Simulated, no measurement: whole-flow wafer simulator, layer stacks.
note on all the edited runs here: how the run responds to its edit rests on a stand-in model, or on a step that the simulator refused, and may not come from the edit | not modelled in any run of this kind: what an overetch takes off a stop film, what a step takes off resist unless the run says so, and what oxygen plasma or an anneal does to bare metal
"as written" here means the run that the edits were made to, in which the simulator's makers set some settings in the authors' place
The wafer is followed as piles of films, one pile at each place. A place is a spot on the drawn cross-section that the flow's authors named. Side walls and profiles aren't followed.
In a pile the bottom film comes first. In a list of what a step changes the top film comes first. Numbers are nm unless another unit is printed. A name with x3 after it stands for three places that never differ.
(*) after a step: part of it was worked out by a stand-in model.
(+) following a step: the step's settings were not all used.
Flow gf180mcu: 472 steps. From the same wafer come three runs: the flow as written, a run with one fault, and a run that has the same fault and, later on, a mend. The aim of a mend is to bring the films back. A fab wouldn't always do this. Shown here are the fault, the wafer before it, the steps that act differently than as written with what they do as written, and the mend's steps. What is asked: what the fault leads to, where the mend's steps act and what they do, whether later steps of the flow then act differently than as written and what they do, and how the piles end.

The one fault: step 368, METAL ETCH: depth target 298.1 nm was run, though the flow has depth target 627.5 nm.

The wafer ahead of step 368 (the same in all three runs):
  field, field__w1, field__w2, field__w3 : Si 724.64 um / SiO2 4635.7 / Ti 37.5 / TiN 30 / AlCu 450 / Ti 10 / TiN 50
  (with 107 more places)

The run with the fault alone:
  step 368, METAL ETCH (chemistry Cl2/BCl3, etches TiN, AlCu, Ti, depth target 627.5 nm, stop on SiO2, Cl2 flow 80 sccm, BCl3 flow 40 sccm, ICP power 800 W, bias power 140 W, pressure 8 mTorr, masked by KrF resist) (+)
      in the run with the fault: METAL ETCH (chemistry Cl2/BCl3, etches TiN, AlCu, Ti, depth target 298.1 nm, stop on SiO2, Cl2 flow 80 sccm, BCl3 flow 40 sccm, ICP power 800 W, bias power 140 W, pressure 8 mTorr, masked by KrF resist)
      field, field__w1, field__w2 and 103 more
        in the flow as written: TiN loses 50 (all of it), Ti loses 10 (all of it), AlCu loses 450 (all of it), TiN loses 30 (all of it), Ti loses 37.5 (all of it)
        in the run with the fault: TiN loses 50 (all of it), Ti loses 10 (all of it), AlCu loses 238.1
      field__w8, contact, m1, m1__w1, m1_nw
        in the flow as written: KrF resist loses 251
        in the run with the fault: KrF resist loses 119.2
  Steps further on in the flow that do not act as written:
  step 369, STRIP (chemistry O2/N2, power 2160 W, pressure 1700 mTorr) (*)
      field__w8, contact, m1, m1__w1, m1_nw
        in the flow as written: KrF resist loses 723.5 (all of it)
        in the run with the fault: KrF resist loses 855.3 (all of it)
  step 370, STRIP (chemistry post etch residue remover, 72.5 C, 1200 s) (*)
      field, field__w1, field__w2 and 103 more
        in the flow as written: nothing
        in the run with the fault: AlCu loses 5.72
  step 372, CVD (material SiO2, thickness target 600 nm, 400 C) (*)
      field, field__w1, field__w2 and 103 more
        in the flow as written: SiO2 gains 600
        in the run with the fault: SiO2 gains 600 (new film)
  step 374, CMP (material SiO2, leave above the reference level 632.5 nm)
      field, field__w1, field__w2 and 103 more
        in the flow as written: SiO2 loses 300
        in the run with the fault: SiO2 loses 573.7
  The piles end different from the flow's at field, field__w1, field__w2 and 104 more by more than 2% or 0.5 nm, whichever is larger.
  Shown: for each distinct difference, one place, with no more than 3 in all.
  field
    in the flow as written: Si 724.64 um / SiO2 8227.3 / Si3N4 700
    in the run with the fault: Si 724.64 um / SiO2 4635.7 / Ti 37.5 / TiN 30 / AlCu 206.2 / SiO2 3317.9 / Si3N4 700
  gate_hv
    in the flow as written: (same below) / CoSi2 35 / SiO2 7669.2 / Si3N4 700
    in the run with the fault: (same below) / CoSi2 35 / SiO2 4077.6 / Ti 37.5 / TiN 30 / AlCu 206.2 / SiO2 3317.9 / Si3N4 700
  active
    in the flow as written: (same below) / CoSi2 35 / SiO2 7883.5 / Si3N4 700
    in the run with the fault: (same below) / CoSi2 35 / SiO2 4291.9 / Ti 37.5 / TiN 30 / AlCu 206.2 / SiO2 3317.9 / Si3N4 700

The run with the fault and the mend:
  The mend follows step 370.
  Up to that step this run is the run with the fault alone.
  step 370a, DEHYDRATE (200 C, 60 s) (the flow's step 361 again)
      does not change any film at any place that is followed
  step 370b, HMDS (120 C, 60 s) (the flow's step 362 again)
      does not change any film at any place that is followed
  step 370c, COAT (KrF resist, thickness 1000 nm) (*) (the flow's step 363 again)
      iso_ptap_pw, iso_ntap_nw, iso_nw_fld and 33 more
        KrF resist gains 1000 (new film)
      field_sub__w2, field_sub__w4, ld_sd_n and 13 more
        KrF resist gains 1001.9 (new film)
      field__w5, field__w6, field__w9 and 9 more
        KrF resist gains 1002 (new film)
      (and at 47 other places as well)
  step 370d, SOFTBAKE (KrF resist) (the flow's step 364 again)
      does not change any film at any place that is followed
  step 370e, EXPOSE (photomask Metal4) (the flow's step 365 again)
      does not change any film at any place that is followed
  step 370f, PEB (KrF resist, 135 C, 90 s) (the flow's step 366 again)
      field__w1, field__w2, field__w3 and 58 more
        KrF resist loses 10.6
      iso_ptap_pw, iso_ntap_nw, iso_nw_fld and 33 more
        KrF resist loses 10.5
      sd_p, gate_p, nw_sep_fld, polyc_n
        KrF resist loses 10.7
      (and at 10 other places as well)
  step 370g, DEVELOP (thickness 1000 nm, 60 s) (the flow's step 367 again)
      iso_ptap_pw, iso_ntap_nw, iso_nw_fld and 33 more
        KrF resist loses 989.5 (all of it)
      field__w5, field__w6, field__w9 and 12 more
        KrF resist loses 991.4 (all of it)
      field__w10, field_sub, field_sub__w1 and 9 more
        KrF resist loses 991.5 (all of it)
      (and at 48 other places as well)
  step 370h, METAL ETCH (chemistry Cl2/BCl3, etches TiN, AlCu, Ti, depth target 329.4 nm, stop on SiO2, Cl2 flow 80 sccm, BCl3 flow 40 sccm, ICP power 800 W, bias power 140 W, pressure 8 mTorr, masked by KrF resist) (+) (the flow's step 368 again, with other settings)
      field, field__w1, field__w2 and 103 more
        AlCu loses 206.2 (all of it), TiN loses 30 (all of it), Ti loses 37.5 (all of it)
      field__w8, contact, m1, m1__w1, m1_nw
        KrF resist loses 131.8
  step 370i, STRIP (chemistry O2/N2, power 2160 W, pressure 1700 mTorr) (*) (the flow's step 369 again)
      field__w8
        KrF resist loses 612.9 (all of it)
      contact
        KrF resist loses 611.2 (all of it)
      m1
        KrF resist loses 612.8 (all of it)
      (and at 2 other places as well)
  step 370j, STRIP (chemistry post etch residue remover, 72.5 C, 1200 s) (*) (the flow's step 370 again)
      field__w8, contact, m1, m1__w1, m1_nw
        TiN loses 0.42
  None of the later steps of the flow differs from how it acts as written, at any place that is followed, by more than 2% or 0.5 nm, whichever is larger.
  At the end the piles are close to the flow's at the places that both follow, differing by at most 2% or 0.5 nm, whichever is larger.
